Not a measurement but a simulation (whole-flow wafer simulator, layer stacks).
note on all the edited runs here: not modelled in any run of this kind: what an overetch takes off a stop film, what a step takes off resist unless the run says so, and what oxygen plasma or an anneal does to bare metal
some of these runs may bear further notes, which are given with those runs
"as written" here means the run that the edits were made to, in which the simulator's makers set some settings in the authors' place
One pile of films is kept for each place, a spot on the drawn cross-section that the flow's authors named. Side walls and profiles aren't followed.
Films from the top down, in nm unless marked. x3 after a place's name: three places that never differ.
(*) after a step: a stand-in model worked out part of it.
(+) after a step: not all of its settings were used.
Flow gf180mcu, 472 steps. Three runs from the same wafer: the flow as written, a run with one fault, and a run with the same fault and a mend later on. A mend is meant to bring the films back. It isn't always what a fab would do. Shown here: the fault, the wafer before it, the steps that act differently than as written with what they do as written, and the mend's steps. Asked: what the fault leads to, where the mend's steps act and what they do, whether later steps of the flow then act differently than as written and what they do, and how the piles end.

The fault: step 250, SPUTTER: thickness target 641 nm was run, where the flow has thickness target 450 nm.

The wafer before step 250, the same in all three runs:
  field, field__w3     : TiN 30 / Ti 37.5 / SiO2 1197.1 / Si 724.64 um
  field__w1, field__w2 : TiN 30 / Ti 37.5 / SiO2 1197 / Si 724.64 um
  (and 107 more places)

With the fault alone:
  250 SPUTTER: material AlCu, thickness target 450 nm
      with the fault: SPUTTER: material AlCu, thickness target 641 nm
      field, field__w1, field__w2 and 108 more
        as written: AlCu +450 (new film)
        with the fault: AlCu +641 (new film)
  Later steps of the flow that act differently than as written:
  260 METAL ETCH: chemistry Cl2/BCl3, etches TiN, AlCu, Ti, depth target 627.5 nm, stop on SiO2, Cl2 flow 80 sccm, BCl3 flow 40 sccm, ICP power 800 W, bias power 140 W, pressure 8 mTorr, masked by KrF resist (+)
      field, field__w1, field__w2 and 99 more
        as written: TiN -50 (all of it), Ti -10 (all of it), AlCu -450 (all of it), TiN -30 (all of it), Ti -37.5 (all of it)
        with the fault: TiN -50 (all of it), Ti -10 (all of it), AlCu -567.5
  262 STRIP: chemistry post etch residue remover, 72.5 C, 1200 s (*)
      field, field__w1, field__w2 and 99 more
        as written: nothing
        with the fault: AlCu -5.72
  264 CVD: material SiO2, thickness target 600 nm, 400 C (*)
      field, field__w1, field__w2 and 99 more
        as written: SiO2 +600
        with the fault: SiO2 +600 (new film)
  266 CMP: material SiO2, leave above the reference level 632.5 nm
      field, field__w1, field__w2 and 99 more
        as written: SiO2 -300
        with the fault: SiO2 -244.3
  At the end the piles differ from the flow's by more than 2% or 0.5 nm, whichever is larger, at field, field__w1, field__w2 and 109 more.
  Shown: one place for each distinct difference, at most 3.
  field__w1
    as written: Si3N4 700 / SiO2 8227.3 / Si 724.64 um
    with the fault: Si3N4 700 / SiO2 7086 / AlCu 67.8 / TiN 30 / Ti 37.5 / SiO2 1197 / Si 724.64 um
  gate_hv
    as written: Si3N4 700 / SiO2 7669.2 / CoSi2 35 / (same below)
    with the fault: Si3N4 700 / SiO2 7086 / AlCu 67.8 / TiN 30 / Ti 37.5 / SiO2 638.9 / CoSi2 35 / (same below)
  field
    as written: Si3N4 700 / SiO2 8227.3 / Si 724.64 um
    with the fault: Si3N4 700 / SiO2 7086 / AlCu 67.8 / TiN 30 / Ti 37.5 / SiO2 1197.1 / Si 724.64 um

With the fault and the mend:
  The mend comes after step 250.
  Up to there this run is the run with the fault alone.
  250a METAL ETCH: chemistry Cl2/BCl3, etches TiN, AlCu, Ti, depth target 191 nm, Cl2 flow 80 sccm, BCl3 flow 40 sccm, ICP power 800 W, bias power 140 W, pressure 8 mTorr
      field, field__w1, field__w2 and 108 more
        AlCu -191
  No later step of the flow acts differently than as written at any place that is followed.
  At the end the piles are the same as the flow's at every place that both follow.
